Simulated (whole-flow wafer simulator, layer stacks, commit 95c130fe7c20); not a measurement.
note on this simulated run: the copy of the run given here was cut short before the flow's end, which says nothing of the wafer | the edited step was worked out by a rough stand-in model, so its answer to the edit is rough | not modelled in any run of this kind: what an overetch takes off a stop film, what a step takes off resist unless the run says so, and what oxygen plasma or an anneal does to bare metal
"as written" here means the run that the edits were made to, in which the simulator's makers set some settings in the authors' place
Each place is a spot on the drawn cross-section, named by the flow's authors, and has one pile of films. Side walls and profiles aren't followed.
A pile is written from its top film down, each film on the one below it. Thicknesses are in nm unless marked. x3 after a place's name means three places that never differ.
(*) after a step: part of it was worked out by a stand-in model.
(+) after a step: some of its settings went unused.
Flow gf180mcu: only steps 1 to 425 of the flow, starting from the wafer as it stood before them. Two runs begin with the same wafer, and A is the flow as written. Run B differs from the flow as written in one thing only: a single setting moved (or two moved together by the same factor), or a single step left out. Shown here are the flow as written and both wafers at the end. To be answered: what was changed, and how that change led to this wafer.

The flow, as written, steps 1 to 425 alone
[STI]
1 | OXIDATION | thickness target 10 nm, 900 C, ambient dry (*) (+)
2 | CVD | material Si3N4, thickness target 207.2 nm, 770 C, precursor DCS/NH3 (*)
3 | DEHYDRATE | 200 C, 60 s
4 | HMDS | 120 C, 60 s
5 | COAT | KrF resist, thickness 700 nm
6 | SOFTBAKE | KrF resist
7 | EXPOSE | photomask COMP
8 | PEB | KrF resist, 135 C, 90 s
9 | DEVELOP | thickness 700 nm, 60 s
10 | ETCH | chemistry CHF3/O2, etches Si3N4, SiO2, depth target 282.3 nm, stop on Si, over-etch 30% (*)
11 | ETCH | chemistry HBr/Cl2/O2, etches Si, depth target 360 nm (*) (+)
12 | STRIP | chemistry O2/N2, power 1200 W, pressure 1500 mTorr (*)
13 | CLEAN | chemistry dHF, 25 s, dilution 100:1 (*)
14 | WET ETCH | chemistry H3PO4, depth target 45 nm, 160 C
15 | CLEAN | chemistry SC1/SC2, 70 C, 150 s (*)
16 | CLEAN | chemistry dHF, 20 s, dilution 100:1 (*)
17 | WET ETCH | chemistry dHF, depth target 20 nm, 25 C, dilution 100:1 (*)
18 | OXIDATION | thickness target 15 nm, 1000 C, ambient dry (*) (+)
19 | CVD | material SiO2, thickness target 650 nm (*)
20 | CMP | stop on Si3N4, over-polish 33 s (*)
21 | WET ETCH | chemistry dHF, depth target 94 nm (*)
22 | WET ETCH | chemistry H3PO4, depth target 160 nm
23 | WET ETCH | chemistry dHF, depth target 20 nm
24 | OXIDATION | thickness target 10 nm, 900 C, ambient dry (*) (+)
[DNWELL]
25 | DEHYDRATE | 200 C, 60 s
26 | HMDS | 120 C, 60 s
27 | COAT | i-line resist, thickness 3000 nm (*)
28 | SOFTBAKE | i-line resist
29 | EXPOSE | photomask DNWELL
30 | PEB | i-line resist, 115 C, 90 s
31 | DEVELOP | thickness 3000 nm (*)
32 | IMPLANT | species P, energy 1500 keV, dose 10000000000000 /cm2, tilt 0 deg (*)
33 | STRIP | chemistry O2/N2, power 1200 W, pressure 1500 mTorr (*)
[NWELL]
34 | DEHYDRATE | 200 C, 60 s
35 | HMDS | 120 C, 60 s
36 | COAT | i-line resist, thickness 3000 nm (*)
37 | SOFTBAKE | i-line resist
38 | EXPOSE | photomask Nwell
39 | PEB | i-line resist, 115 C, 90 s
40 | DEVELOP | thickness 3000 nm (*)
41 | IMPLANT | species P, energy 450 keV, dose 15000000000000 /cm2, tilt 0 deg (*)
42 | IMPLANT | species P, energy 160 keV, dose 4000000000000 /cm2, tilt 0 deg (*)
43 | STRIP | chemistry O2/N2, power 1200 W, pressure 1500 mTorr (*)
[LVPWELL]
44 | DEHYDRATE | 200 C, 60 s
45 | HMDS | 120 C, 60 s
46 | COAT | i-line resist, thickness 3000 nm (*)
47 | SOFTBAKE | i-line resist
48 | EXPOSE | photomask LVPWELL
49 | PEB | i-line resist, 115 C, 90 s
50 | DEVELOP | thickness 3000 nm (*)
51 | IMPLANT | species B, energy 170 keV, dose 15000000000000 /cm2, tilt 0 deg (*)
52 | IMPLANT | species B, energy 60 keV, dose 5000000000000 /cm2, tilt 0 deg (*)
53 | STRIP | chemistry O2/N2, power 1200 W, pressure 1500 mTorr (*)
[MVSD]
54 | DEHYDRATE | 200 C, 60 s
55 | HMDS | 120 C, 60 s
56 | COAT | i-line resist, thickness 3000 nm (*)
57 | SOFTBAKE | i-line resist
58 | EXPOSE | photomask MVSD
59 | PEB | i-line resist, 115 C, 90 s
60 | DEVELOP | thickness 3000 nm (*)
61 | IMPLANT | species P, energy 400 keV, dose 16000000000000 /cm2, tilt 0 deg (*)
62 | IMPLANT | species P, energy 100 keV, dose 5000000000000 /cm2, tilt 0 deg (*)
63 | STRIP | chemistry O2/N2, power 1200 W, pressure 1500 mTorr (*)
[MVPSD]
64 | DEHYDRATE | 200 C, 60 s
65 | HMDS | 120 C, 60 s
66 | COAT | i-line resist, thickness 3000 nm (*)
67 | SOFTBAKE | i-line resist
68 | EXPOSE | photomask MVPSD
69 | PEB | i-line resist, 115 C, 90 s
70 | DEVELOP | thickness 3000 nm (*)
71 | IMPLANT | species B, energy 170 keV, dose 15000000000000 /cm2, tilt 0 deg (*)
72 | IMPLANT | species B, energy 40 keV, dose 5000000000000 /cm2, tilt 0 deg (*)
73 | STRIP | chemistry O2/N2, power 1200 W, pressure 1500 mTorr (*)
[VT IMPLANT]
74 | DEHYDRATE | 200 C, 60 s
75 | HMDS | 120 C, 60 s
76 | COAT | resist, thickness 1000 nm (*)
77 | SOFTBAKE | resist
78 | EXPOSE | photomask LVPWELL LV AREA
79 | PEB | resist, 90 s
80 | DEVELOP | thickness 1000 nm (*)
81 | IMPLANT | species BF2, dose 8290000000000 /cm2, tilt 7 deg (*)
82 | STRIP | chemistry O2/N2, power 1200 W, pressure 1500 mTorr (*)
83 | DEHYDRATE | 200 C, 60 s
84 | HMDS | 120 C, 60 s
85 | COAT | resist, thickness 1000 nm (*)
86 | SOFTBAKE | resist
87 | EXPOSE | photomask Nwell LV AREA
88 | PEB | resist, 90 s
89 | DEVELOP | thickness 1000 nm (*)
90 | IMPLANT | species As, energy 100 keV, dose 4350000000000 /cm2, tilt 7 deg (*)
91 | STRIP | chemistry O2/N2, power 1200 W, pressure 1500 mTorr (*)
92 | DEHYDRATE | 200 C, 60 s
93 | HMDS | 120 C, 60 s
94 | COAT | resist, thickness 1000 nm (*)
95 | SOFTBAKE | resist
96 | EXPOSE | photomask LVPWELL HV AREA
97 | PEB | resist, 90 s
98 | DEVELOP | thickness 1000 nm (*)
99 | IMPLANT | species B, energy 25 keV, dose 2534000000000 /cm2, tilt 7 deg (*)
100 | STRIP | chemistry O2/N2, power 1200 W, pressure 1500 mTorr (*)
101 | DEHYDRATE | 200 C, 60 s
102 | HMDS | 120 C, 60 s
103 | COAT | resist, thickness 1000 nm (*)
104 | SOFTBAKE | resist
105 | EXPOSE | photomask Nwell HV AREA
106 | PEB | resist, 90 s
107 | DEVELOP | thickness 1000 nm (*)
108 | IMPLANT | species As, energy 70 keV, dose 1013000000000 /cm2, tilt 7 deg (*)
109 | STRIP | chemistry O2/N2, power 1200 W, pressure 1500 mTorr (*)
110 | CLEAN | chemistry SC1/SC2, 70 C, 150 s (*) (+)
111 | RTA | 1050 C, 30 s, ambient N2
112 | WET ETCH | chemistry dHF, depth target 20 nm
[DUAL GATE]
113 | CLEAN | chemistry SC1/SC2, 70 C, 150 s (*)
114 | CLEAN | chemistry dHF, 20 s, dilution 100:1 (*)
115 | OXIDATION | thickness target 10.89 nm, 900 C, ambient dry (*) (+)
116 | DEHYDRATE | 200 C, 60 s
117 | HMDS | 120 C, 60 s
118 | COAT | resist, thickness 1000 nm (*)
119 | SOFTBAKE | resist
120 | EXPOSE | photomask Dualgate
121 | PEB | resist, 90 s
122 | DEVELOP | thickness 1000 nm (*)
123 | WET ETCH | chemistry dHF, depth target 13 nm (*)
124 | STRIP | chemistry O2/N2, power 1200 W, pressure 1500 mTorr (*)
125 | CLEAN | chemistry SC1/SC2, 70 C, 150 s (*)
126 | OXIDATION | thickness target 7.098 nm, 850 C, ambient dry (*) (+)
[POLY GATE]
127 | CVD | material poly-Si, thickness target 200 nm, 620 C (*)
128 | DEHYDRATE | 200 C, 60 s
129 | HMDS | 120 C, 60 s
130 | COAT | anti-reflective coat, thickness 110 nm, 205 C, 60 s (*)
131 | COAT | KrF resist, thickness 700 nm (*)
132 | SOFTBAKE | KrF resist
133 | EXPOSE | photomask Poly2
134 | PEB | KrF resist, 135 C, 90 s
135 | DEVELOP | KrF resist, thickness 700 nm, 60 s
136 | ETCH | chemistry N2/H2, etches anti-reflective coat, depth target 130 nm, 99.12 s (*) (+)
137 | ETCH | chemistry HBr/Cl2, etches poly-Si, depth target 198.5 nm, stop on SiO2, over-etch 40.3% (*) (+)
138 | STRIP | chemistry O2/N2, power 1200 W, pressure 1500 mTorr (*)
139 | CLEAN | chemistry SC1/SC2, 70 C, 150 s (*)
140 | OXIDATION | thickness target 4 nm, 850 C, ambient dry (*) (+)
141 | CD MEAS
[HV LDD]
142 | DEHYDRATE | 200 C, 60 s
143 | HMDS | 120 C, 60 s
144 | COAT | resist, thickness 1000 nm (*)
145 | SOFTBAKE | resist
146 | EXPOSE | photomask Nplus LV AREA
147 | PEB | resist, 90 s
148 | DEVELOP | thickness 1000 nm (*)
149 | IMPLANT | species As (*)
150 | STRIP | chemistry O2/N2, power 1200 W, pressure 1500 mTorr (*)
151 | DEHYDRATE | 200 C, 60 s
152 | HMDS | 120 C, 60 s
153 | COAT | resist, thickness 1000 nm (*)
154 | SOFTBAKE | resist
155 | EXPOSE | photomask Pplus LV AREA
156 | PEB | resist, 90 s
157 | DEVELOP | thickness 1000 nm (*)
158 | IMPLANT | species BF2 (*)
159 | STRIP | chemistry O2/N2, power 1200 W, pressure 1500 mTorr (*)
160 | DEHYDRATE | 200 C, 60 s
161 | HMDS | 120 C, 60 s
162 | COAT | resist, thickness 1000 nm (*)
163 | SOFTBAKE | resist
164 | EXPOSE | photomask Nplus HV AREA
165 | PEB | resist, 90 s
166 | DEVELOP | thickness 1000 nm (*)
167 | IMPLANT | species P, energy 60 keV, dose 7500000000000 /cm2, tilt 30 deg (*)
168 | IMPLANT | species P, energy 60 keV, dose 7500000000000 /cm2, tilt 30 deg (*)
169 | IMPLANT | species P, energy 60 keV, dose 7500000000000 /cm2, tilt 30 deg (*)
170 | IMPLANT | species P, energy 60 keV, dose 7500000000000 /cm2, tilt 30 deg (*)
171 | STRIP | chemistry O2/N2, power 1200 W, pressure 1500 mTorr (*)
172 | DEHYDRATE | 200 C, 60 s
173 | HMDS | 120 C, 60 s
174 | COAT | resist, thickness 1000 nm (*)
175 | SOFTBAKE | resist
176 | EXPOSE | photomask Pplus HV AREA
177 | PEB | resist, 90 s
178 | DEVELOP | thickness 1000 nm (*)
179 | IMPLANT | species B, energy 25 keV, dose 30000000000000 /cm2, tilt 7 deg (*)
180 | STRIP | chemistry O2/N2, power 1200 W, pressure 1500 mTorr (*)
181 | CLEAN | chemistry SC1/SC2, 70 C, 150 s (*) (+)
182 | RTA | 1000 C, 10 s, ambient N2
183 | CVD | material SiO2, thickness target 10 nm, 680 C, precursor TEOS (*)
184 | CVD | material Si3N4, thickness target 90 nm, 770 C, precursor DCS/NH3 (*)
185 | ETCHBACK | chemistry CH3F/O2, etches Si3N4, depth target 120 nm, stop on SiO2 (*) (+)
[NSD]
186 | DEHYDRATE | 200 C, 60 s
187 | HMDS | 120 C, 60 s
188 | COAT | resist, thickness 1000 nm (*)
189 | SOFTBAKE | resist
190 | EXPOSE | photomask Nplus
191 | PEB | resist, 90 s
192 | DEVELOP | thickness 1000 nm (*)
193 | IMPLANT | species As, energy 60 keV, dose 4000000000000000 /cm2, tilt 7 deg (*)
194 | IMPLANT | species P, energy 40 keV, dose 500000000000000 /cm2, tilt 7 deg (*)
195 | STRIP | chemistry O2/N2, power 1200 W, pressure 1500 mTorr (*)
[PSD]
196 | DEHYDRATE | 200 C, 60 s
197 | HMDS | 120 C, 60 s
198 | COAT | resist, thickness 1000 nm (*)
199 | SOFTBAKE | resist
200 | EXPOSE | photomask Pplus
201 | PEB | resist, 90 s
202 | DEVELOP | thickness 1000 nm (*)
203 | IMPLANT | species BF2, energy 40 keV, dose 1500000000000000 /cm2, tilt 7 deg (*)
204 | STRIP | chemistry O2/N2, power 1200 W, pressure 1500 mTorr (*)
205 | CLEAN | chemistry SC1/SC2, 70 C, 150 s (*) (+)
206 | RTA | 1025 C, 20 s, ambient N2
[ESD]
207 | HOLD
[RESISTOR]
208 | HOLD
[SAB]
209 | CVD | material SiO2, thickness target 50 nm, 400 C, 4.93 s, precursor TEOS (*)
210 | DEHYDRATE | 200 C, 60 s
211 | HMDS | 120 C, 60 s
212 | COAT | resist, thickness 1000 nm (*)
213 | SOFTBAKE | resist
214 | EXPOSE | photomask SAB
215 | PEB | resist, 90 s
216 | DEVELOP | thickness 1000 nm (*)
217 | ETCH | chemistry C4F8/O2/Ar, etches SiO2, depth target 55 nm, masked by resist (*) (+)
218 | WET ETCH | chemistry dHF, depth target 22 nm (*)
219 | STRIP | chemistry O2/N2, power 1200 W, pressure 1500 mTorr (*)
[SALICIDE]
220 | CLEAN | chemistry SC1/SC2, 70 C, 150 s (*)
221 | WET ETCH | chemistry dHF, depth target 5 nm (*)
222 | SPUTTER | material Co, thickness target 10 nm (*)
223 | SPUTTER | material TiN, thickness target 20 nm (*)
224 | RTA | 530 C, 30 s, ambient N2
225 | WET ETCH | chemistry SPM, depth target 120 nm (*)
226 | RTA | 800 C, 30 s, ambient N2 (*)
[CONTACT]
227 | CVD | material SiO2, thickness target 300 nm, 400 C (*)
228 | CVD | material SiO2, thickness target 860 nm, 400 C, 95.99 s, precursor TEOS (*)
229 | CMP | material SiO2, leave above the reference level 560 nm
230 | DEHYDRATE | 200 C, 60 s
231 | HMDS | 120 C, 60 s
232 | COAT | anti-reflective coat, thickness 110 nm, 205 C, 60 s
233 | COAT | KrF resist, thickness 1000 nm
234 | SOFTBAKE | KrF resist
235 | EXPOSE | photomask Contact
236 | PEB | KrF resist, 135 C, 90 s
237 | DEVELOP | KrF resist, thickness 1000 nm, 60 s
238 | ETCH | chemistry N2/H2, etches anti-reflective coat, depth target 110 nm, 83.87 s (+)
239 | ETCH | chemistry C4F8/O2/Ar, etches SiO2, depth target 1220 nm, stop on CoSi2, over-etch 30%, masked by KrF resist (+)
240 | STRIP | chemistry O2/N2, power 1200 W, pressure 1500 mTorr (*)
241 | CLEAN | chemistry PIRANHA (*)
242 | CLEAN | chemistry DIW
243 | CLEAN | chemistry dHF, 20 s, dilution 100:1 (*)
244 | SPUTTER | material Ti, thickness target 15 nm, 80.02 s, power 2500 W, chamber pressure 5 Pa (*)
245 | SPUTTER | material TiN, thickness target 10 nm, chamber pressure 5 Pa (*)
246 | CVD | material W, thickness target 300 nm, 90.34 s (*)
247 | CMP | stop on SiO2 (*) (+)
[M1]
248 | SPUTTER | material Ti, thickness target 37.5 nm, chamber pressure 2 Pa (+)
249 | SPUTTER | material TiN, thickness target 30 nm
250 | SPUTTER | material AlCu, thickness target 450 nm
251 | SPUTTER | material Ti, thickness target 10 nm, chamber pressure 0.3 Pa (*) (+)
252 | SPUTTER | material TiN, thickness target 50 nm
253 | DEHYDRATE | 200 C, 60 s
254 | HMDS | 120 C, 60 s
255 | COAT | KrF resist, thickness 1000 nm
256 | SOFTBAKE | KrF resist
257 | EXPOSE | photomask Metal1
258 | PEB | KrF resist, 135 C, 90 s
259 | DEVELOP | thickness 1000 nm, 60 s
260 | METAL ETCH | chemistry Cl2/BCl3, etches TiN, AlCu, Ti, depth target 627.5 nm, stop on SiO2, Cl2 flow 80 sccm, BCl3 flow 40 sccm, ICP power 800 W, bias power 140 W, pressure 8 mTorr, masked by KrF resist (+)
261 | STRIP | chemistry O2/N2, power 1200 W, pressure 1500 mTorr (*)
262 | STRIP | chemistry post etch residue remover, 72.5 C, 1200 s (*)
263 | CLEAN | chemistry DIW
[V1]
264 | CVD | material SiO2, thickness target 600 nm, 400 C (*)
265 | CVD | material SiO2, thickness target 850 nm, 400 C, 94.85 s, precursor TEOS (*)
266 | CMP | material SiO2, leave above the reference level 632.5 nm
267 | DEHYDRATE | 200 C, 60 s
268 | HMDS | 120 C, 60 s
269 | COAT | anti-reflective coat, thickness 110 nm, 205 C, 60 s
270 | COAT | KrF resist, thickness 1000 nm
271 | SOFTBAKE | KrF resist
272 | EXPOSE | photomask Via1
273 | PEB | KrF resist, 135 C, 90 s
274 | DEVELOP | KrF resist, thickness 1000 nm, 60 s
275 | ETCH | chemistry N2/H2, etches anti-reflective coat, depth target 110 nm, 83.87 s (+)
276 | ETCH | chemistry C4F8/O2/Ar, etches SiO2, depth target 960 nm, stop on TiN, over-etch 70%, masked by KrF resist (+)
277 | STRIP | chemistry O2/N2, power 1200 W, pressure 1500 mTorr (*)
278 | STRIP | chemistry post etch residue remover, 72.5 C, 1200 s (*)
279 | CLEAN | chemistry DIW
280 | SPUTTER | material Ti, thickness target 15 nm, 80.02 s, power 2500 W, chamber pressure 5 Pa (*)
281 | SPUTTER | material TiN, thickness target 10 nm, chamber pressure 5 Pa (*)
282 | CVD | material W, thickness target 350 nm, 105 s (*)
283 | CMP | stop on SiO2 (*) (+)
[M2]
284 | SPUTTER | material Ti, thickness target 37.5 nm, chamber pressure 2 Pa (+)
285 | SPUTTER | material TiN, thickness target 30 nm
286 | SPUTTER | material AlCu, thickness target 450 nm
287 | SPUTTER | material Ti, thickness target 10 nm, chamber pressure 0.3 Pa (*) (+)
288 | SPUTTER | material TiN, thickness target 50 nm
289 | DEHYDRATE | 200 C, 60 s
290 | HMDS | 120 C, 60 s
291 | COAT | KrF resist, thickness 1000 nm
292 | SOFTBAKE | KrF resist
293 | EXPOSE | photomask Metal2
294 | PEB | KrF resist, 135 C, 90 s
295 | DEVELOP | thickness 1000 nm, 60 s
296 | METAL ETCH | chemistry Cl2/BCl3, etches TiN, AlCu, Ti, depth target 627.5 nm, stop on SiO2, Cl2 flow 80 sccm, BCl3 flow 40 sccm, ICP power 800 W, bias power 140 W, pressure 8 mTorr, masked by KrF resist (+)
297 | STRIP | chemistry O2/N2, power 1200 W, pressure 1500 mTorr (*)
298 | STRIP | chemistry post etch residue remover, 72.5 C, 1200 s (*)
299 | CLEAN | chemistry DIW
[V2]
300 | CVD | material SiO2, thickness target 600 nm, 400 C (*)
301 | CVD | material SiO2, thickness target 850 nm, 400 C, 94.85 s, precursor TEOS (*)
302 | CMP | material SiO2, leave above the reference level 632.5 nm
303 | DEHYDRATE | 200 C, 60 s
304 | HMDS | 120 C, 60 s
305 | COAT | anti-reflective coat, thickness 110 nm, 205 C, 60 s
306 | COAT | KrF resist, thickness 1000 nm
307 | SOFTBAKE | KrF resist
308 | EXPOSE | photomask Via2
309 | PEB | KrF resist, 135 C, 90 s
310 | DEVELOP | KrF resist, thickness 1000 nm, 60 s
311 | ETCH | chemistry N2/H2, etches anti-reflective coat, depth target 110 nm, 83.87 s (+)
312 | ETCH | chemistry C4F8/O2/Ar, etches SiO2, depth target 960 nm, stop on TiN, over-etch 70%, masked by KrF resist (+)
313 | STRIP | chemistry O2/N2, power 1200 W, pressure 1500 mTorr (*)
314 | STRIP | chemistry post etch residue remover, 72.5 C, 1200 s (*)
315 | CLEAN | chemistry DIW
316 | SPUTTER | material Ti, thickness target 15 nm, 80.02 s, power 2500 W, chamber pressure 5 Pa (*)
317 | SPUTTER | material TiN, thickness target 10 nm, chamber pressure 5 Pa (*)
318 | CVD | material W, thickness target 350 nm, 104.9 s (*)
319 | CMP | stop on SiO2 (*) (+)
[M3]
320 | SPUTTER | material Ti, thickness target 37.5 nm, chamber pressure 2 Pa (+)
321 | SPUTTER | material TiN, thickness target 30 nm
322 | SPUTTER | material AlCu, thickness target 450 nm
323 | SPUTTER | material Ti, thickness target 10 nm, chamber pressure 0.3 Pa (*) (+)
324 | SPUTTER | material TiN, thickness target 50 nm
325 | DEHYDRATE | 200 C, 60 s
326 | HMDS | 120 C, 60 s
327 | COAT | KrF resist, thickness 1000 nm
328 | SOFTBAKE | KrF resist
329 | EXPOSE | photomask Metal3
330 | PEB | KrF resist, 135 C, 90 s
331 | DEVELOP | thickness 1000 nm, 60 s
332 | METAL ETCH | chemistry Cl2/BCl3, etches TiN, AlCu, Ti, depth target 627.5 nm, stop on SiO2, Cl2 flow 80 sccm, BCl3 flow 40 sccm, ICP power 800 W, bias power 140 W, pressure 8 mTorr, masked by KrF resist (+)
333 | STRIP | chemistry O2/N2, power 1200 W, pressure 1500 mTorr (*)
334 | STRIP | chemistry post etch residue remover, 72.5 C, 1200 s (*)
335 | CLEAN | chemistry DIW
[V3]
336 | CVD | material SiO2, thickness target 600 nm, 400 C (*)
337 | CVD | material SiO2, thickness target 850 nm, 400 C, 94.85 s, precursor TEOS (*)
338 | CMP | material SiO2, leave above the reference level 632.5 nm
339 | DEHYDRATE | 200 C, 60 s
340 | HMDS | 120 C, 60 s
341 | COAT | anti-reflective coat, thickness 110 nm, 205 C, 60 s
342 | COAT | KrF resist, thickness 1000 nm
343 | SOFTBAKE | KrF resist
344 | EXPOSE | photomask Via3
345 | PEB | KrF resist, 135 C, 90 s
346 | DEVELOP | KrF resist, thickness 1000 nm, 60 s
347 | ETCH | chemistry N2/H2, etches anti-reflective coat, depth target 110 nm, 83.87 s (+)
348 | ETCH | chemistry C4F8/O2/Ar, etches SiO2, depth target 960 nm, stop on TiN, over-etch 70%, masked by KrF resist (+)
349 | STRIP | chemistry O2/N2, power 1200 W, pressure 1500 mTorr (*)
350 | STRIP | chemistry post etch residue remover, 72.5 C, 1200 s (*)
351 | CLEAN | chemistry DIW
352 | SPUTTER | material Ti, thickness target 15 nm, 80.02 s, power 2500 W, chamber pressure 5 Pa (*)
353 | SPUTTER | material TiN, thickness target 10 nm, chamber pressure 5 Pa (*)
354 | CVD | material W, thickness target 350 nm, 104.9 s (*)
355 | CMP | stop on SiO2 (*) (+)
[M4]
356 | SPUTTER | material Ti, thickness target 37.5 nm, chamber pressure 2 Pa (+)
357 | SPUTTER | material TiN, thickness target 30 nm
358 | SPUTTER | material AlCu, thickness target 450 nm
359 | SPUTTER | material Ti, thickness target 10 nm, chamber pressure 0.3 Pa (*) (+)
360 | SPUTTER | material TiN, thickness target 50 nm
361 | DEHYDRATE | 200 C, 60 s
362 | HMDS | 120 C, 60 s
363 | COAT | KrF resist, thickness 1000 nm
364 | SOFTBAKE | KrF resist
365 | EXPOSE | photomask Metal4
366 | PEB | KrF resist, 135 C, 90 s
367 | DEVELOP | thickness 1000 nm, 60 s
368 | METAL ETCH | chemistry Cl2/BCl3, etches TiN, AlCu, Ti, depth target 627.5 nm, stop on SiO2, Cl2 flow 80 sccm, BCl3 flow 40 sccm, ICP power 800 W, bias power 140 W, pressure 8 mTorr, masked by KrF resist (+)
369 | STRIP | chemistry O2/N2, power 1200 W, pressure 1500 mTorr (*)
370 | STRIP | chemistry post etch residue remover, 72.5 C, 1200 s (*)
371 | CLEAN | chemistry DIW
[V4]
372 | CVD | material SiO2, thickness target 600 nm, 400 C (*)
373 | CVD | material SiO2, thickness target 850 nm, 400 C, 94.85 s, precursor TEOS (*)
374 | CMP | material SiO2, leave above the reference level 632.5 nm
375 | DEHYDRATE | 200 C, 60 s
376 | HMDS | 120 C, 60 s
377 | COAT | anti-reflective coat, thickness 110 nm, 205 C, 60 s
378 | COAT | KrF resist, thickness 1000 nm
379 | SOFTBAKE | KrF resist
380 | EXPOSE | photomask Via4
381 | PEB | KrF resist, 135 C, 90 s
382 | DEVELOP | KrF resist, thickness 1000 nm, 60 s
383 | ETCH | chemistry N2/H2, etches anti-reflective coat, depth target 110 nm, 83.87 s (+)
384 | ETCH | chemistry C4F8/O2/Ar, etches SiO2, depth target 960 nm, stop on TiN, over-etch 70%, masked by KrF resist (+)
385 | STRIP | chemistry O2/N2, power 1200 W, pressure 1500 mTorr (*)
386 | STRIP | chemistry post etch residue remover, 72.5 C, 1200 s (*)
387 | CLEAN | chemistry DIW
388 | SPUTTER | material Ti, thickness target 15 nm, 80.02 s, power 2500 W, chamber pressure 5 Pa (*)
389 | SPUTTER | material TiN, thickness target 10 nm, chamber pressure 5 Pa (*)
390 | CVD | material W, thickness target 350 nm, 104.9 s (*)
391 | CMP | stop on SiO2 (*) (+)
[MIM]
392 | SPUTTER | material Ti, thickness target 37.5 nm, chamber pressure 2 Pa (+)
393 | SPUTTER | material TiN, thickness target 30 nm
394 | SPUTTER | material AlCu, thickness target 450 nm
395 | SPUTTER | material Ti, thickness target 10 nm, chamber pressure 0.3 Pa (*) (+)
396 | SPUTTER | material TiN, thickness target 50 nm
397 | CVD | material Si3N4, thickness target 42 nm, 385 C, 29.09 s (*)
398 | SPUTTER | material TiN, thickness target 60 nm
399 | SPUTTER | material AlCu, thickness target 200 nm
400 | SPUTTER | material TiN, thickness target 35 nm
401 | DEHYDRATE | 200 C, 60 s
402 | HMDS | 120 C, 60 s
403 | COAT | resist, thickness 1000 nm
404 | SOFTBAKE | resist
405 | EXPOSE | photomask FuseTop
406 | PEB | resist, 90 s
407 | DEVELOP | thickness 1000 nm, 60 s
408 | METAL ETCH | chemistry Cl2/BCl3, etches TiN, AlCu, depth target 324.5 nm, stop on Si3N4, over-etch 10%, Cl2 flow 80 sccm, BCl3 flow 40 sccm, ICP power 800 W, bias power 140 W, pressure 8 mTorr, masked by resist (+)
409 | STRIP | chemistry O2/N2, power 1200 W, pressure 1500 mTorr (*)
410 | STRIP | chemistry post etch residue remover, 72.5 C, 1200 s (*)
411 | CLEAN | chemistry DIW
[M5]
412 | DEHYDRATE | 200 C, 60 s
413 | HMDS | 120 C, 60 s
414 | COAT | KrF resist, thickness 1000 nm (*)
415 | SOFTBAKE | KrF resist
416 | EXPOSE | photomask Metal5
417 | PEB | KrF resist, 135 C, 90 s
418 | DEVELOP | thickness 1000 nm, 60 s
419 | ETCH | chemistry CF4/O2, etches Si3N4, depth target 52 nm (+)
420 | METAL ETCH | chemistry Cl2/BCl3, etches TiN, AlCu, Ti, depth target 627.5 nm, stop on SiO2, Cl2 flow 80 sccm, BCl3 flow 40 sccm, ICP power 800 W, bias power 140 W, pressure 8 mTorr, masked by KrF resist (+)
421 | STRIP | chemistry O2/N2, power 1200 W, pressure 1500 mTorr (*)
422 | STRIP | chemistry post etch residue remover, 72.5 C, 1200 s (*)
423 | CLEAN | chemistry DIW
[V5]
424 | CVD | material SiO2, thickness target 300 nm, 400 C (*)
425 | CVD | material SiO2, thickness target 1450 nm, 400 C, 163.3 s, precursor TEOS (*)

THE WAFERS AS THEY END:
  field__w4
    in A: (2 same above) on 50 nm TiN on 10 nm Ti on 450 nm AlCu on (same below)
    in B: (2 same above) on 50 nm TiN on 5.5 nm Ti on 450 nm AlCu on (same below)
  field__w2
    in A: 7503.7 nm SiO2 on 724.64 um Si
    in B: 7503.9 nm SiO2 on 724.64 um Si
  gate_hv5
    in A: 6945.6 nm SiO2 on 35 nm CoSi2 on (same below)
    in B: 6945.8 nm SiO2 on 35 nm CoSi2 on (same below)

The reason: step 395, SPUTTER: thickness target 5.5 nm was run, whereas the flow has thickness target 10 nm.
The wafer lets one read it off: field__w4 has Ti 5.5, and step 395 as written asks for 10 nm.

How this came from the change, step by step:
  395 | SPUTTER | material Ti, thickness target 10 nm, chamber pressure 0.3 Pa (*) (+)
      field, field__w1, field__w2 and 108 more: A Ti gains 10 (new film) | B Ti gains 5.5 (new film)
  420 | METAL ETCH | chemistry Cl2/BCl3, etches TiN, AlCu, Ti, depth target 627.5 nm, stop on SiO2, Cl2 flow 80 sccm, BCl3 flow 40 sccm, ICP power 800 W, bias power 140 W, pressure 8 mTorr, masked by KrF resist (+)
      field, field__w1, field__w2 and 101 more: A TiN loses 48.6 (all of it), Ti loses 10 (all of it), AlCu loses 450 (all of it), TiN loses 30 (all of it), Ti loses 37.5 (all of it) | B TiN loses 48.6 (all of it), Ti loses 5.5 (all of it), AlCu loses 450 (all of it), TiN loses 30 (all of it), Ti loses 37.5 (all of it)
